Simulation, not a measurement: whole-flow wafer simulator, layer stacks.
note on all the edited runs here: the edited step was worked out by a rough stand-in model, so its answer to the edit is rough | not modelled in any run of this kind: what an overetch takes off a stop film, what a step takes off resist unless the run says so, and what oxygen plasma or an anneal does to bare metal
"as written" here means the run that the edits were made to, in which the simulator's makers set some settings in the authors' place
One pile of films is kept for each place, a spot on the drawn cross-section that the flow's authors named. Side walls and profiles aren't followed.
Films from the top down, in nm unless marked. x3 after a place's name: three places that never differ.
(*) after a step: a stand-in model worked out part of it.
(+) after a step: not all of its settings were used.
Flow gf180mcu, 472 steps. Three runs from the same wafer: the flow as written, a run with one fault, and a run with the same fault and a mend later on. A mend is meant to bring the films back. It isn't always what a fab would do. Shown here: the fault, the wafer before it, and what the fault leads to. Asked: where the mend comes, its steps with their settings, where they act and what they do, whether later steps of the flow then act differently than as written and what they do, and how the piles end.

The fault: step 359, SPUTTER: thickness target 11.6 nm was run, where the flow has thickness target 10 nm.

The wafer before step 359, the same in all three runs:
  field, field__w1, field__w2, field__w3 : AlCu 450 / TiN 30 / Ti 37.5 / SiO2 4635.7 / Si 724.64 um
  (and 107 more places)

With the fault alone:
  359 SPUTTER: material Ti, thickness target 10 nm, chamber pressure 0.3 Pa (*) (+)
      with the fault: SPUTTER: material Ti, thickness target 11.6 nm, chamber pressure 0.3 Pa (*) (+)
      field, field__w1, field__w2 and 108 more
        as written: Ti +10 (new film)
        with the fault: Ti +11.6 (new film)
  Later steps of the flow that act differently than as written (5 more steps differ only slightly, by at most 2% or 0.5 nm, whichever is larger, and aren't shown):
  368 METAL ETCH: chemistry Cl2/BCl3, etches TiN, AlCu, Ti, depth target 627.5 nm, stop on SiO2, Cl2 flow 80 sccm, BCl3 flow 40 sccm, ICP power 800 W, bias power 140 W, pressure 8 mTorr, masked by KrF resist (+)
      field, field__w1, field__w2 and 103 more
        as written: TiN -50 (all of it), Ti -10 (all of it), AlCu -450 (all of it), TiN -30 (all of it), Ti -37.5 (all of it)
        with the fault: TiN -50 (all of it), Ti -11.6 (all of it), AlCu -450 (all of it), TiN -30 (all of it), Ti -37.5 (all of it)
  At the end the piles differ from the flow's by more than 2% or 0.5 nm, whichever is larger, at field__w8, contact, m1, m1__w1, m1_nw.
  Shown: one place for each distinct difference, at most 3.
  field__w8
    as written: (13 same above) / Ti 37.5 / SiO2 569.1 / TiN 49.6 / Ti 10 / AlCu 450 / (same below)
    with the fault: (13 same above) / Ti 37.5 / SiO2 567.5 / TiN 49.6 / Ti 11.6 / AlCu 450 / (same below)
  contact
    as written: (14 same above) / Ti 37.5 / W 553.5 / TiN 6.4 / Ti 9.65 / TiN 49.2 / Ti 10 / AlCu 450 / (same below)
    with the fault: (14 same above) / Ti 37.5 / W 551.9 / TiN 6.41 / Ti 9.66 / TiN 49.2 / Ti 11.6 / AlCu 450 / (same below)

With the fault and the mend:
  The mend comes after step 359.
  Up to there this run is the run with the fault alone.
  359a METAL ETCH: chemistry Cl2/BCl3, etches TiN, AlCu, Ti, depth target 1.6 nm, Cl2 flow 80 sccm, BCl3 flow 40 sccm, ICP power 800 W, bias power 140 W, pressure 8 mTorr (the flow's step 260 once more, with other settings)
      field, field__w1, field__w2 and 108 more
        Ti -1.6
  No later step of the flow acts differently than as written at any place that is followed.
  At the end the piles are the same as the flow's at every place that both follow.
